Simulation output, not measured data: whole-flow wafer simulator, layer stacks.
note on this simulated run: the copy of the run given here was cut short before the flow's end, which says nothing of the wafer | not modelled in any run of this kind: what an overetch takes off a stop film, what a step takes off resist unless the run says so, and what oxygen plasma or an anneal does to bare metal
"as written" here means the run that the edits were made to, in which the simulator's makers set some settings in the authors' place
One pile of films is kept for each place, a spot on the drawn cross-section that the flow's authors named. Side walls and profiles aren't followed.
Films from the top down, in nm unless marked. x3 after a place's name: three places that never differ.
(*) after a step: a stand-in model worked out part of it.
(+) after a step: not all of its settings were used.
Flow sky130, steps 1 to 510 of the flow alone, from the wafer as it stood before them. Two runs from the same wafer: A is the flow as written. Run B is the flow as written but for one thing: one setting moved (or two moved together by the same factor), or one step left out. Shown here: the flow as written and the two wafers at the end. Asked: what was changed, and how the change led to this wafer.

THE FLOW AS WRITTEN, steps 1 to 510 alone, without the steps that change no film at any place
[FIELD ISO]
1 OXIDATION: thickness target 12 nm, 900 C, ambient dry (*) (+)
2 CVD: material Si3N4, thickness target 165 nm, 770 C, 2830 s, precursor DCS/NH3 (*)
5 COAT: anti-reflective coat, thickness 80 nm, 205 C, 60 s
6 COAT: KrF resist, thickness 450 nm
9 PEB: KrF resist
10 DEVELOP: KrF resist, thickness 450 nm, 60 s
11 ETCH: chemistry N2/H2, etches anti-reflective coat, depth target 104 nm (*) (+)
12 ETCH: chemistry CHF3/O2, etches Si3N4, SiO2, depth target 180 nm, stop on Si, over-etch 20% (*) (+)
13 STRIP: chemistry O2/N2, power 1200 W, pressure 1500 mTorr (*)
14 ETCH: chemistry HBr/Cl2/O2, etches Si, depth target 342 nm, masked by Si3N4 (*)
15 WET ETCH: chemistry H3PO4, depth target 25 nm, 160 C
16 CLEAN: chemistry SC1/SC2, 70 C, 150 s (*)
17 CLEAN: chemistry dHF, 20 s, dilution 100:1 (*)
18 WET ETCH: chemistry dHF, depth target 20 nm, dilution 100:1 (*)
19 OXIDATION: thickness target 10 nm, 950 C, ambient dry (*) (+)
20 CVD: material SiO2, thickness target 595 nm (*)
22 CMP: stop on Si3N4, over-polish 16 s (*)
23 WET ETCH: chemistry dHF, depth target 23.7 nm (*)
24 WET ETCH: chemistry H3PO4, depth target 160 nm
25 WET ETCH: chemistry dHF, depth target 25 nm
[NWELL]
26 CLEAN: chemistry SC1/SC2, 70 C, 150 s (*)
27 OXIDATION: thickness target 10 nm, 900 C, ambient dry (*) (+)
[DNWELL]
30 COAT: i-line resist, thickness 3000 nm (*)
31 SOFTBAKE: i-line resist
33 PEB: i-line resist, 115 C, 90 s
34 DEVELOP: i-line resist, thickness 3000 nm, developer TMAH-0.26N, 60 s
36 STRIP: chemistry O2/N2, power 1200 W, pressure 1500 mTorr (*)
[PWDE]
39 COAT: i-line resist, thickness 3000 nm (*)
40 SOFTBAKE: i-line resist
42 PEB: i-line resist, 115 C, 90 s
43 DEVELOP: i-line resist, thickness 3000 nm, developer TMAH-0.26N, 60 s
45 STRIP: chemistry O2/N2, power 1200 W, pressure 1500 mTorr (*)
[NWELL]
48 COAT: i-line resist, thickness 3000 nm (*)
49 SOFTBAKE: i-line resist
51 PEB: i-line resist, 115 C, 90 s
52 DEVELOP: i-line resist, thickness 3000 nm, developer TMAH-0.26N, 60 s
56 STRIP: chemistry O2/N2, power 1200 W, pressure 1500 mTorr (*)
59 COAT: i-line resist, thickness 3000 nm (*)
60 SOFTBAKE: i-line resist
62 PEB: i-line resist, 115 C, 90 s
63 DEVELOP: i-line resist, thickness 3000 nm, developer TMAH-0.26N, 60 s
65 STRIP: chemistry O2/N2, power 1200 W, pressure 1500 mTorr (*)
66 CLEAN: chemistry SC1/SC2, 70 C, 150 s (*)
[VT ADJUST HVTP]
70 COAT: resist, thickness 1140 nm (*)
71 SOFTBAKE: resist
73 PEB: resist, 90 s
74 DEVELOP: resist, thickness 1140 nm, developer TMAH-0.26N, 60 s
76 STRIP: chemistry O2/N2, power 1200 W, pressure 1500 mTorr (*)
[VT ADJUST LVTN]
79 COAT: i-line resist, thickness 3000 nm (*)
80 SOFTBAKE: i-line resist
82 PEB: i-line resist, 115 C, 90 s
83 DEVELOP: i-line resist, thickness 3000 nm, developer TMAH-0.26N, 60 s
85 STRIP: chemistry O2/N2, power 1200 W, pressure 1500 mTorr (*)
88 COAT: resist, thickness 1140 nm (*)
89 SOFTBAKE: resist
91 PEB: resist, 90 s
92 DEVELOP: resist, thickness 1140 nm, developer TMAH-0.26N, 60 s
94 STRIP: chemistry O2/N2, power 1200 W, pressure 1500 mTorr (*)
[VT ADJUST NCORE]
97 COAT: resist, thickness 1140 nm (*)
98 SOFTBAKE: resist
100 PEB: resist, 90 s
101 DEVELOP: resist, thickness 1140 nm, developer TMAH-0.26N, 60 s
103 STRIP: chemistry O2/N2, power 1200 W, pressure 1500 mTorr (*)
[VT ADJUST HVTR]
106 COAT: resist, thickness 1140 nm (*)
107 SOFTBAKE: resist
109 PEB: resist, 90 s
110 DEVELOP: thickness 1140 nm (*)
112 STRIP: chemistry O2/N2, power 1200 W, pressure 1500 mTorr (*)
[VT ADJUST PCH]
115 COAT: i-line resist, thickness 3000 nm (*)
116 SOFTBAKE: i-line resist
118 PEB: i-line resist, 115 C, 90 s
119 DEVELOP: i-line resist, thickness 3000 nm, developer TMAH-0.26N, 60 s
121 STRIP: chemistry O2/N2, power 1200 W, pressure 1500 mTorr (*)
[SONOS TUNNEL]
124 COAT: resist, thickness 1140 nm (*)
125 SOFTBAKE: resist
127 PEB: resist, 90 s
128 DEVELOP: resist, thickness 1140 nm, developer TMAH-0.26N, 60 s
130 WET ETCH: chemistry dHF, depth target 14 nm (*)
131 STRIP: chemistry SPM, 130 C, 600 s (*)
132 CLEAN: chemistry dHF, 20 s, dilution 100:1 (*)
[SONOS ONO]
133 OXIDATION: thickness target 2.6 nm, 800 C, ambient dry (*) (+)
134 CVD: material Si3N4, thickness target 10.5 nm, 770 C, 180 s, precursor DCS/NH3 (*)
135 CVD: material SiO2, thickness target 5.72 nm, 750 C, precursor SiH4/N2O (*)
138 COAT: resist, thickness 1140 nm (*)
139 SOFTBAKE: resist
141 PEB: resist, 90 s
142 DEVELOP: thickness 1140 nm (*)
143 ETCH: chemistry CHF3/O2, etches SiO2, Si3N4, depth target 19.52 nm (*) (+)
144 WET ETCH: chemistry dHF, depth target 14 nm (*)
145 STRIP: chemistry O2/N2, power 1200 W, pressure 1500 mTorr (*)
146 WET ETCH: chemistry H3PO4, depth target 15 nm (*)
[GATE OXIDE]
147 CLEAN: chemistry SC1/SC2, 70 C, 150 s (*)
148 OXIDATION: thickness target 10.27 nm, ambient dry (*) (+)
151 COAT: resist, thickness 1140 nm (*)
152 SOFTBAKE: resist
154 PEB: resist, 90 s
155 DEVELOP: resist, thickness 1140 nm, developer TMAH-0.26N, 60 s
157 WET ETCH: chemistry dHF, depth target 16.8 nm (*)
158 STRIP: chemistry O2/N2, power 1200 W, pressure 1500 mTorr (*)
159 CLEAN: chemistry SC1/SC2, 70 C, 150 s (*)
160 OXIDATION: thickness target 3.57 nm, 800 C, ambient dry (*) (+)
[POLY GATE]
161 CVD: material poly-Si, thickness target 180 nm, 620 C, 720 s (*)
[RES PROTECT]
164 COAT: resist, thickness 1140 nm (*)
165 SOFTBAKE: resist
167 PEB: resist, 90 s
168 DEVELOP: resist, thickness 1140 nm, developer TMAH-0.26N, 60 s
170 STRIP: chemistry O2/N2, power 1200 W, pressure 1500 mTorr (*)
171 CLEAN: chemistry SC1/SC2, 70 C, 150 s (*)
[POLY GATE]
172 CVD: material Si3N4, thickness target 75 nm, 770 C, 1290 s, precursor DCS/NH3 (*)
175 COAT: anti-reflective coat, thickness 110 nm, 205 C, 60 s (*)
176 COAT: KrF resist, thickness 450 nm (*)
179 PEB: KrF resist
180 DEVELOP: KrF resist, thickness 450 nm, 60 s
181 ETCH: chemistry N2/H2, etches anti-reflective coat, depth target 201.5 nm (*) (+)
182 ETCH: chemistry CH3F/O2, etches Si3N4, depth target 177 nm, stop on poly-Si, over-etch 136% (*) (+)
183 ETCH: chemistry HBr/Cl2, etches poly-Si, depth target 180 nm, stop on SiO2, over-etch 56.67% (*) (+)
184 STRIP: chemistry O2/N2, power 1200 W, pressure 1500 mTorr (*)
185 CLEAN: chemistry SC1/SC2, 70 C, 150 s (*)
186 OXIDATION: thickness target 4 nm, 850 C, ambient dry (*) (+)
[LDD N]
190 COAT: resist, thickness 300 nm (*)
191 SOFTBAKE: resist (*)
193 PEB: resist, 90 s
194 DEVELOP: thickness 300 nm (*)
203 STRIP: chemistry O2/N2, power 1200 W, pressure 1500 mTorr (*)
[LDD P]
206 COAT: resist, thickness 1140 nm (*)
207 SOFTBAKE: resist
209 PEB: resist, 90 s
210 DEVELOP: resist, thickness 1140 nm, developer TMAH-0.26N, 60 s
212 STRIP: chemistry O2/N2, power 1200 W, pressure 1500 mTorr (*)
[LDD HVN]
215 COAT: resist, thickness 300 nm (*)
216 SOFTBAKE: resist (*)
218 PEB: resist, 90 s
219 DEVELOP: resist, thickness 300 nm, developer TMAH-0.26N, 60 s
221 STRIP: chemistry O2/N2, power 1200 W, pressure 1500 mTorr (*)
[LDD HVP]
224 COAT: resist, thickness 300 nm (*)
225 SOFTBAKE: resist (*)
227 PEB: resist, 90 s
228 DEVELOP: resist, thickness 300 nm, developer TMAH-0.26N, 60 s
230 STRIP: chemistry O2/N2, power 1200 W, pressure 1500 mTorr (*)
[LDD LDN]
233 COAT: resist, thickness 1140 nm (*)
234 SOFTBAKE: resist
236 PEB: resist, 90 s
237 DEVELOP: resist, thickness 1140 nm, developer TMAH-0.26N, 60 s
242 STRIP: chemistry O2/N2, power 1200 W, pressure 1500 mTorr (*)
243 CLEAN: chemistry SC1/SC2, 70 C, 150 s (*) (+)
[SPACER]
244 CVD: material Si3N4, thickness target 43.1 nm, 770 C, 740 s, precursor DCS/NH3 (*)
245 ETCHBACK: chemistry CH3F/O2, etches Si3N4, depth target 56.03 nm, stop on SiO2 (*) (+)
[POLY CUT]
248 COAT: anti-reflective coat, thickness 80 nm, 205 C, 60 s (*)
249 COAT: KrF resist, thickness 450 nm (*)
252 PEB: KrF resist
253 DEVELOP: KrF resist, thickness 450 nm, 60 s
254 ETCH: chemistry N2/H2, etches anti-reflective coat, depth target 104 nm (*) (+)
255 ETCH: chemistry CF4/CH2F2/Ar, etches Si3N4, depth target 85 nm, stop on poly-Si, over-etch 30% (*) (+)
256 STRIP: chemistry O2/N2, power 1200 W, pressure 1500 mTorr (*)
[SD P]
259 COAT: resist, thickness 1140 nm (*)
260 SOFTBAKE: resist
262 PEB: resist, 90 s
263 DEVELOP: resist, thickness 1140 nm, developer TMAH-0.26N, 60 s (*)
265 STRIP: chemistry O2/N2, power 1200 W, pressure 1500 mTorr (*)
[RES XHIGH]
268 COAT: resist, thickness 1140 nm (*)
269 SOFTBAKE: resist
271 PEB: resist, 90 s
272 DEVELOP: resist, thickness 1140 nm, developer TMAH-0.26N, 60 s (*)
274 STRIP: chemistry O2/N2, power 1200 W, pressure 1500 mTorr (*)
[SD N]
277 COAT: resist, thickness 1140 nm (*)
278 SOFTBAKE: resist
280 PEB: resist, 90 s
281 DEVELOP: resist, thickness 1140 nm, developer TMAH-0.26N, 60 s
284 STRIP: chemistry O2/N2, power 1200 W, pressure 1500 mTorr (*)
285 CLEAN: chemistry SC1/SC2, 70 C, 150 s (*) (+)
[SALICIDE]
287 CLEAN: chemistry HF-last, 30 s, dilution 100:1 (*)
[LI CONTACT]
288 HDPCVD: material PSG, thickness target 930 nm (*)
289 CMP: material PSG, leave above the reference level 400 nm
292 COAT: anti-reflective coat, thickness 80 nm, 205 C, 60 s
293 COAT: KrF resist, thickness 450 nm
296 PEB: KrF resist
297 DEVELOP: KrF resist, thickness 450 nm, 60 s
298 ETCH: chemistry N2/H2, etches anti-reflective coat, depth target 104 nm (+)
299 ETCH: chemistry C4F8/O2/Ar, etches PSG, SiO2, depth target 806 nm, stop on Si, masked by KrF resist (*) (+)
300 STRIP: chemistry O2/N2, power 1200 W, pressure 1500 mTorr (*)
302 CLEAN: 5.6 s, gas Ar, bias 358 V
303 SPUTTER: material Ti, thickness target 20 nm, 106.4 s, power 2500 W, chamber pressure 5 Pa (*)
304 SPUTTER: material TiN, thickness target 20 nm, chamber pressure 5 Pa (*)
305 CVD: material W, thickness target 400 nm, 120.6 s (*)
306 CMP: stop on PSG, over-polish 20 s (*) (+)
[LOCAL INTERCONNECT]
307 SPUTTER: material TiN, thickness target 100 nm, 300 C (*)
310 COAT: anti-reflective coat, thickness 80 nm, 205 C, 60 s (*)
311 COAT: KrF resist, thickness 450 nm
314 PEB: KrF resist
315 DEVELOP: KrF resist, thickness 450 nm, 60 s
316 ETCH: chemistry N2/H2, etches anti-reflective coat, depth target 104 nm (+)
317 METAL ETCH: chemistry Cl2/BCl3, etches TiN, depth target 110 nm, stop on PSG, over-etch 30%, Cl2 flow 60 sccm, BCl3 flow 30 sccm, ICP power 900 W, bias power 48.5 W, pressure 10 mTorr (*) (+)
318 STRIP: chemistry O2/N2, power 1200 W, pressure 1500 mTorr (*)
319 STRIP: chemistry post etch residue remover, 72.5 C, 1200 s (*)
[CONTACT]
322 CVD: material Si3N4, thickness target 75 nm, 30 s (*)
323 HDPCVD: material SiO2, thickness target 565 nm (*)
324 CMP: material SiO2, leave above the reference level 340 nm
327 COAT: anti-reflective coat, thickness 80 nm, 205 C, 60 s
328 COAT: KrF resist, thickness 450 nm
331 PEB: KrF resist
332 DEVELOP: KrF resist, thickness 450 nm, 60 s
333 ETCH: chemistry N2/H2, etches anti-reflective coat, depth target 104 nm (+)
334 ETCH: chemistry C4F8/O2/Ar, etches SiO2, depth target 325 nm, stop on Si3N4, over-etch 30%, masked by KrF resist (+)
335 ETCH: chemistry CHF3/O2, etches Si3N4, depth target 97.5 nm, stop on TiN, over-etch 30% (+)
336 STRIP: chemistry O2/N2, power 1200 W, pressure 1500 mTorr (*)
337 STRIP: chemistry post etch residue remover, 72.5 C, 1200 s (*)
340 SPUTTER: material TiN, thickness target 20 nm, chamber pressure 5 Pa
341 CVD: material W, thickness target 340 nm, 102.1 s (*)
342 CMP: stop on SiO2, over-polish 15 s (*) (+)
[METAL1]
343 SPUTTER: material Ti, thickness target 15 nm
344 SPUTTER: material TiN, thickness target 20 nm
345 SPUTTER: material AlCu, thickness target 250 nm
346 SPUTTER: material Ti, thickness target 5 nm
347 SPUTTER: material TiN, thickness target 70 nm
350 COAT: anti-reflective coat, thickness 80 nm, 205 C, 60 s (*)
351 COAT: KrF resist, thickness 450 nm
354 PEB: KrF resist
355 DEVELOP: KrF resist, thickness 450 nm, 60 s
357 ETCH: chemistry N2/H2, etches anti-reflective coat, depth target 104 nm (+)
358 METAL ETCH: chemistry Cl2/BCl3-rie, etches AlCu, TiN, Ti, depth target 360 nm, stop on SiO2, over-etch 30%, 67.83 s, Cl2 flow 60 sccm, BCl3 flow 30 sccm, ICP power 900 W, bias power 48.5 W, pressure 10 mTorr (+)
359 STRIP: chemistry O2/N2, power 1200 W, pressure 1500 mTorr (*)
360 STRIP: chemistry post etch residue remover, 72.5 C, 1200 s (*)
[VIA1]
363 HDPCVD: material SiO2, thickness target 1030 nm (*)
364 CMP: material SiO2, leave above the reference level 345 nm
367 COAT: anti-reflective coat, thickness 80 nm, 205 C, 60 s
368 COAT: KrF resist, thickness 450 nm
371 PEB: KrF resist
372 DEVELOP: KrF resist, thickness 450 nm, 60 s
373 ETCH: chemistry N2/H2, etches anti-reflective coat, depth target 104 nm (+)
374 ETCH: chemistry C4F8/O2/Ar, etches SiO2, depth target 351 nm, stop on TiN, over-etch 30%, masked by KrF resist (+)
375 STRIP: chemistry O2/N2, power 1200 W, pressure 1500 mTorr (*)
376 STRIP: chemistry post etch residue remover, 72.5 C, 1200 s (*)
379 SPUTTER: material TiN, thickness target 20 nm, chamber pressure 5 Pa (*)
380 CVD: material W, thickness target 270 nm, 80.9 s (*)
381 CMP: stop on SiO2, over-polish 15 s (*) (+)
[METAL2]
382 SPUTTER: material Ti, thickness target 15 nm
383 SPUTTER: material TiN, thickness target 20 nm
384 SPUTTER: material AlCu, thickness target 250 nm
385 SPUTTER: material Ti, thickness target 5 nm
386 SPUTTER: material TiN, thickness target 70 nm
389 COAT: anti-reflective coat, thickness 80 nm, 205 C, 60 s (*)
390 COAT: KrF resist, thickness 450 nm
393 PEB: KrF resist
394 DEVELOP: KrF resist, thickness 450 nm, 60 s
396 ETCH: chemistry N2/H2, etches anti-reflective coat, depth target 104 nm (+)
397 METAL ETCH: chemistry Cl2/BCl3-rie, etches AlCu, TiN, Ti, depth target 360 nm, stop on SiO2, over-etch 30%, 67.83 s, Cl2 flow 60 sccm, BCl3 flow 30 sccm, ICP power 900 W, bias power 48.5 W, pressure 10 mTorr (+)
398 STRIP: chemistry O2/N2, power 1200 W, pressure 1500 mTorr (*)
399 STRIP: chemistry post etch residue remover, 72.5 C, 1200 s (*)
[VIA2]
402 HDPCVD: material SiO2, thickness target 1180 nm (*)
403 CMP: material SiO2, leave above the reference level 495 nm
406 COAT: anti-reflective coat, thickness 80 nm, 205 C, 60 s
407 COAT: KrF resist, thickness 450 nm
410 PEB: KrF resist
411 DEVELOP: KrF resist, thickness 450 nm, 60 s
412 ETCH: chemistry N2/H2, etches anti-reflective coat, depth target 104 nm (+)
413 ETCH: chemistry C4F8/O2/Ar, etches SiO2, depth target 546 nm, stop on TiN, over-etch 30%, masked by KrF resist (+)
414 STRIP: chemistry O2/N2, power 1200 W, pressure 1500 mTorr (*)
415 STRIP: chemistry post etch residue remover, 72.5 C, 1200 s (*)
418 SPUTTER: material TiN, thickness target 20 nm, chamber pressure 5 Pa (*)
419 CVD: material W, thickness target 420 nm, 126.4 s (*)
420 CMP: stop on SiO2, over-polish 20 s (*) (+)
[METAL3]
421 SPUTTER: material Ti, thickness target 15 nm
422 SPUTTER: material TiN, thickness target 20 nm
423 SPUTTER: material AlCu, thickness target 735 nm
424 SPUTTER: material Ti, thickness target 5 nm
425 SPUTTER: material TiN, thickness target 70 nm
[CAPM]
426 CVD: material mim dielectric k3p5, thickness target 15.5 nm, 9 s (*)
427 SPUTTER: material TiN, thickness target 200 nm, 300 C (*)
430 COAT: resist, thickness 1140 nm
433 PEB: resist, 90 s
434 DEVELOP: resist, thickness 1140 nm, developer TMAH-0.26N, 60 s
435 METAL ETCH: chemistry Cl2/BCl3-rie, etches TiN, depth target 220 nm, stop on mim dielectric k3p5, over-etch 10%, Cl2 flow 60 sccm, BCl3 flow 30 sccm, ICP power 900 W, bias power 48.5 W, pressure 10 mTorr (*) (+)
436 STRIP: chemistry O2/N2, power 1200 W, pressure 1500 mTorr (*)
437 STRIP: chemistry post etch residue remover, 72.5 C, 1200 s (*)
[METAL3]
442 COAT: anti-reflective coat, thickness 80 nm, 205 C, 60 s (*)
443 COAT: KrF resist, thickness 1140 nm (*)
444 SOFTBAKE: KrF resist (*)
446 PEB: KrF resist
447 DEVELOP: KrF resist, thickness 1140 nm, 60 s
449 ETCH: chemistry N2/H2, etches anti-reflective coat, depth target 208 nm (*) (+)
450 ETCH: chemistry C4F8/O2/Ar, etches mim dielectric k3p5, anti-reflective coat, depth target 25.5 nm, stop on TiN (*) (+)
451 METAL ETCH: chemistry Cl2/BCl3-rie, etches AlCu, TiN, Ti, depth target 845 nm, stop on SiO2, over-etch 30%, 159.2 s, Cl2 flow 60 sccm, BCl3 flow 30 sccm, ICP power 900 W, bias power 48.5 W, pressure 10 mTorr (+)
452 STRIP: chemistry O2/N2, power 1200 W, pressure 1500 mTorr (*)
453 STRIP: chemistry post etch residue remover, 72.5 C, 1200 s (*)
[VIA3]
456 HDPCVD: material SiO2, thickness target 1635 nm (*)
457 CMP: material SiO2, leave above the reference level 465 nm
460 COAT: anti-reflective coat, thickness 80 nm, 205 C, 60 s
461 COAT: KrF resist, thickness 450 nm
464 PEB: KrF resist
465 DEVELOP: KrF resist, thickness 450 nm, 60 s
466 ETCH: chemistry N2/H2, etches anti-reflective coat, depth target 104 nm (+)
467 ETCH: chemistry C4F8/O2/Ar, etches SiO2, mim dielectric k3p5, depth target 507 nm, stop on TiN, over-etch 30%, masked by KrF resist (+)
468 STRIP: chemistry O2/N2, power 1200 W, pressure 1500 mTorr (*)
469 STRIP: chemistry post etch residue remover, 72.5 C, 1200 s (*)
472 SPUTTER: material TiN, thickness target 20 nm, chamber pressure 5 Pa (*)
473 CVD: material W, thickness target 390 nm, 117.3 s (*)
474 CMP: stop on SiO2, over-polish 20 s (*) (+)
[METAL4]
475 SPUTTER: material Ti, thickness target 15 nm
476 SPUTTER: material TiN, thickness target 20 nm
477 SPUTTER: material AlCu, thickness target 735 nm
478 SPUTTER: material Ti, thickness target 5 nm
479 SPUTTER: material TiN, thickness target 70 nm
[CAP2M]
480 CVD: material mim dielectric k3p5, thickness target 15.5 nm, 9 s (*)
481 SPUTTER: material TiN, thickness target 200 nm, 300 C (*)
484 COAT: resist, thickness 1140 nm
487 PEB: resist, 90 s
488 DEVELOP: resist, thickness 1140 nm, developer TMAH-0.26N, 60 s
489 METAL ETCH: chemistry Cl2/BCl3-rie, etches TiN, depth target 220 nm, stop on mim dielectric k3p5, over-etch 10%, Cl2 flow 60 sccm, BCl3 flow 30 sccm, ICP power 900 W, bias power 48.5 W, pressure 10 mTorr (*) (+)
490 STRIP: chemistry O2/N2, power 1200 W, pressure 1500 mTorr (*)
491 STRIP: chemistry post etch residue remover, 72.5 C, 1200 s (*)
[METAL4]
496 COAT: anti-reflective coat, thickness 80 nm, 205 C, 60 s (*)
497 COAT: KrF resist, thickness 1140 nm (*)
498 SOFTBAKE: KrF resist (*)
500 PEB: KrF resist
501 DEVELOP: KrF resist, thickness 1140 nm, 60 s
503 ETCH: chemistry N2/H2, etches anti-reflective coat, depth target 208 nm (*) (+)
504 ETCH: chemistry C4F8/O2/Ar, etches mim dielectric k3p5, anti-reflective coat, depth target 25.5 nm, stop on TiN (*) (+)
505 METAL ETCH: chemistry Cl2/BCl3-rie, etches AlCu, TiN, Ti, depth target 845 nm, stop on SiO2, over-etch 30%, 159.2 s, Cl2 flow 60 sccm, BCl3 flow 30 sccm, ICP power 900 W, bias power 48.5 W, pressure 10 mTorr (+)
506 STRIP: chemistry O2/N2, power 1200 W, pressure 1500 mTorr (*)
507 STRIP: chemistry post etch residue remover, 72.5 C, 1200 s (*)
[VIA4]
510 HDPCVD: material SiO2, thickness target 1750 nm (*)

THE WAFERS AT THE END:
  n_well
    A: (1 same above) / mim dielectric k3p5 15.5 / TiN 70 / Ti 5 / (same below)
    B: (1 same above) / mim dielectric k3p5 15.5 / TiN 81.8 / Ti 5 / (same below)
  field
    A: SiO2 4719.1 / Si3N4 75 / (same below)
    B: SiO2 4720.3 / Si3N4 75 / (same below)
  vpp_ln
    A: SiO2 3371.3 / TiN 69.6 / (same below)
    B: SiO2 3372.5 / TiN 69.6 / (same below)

The cause: step 479, SPUTTER: thickness target 81.8 nm was run, where the flow has thickness target 70 nm.
It can be read off the wafer: n_well has TiN 81.8, and step 479 as written asks for 70 nm.

How the change led to this, step by step:
  479 SPUTTER: material TiN, thickness target 70 nm
      field, active, n_well and 189 more: A TiN +70 (new film) | B TiN +81.8 (new film)
  505 METAL ETCH: chemistry Cl2/BCl3-rie, etches AlCu, TiN, Ti, depth target 845 nm, stop on SiO2, over-etch 30%, 159.2 s, Cl2 flow 60 sccm, BCl3 flow 30 sccm, ICP power 900 W, bias power 48.5 W, pressure 10 mTorr (+)
      field, active, gate and 70 more: A TiN -70 (all of it), Ti -5 (all of it), AlCu -735 (all of it), TiN -20 (all of it), Ti -15 (all of it), SiO2 -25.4 | B TiN -81.8 (all of it), Ti -5 (all of it), AlCu -735 (all of it), TiN -20 (all of it), Ti -15 (all of it), SiO2 -24.2
      vpp_iso1, mim_edge_plate, m1_ln and 12 more: A TiN -70 (all of it), Ti -5 (all of it), AlCu -735 (all of it), TiN -20 (all of it), Ti -15 (all of it), SiO2 -25.3 | B TiN -81.8 (all of it), Ti -5 (all of it), AlCu -735 (all of it), TiN -20 (all of it), Ti -15 (all of it), SiO2 -24.2
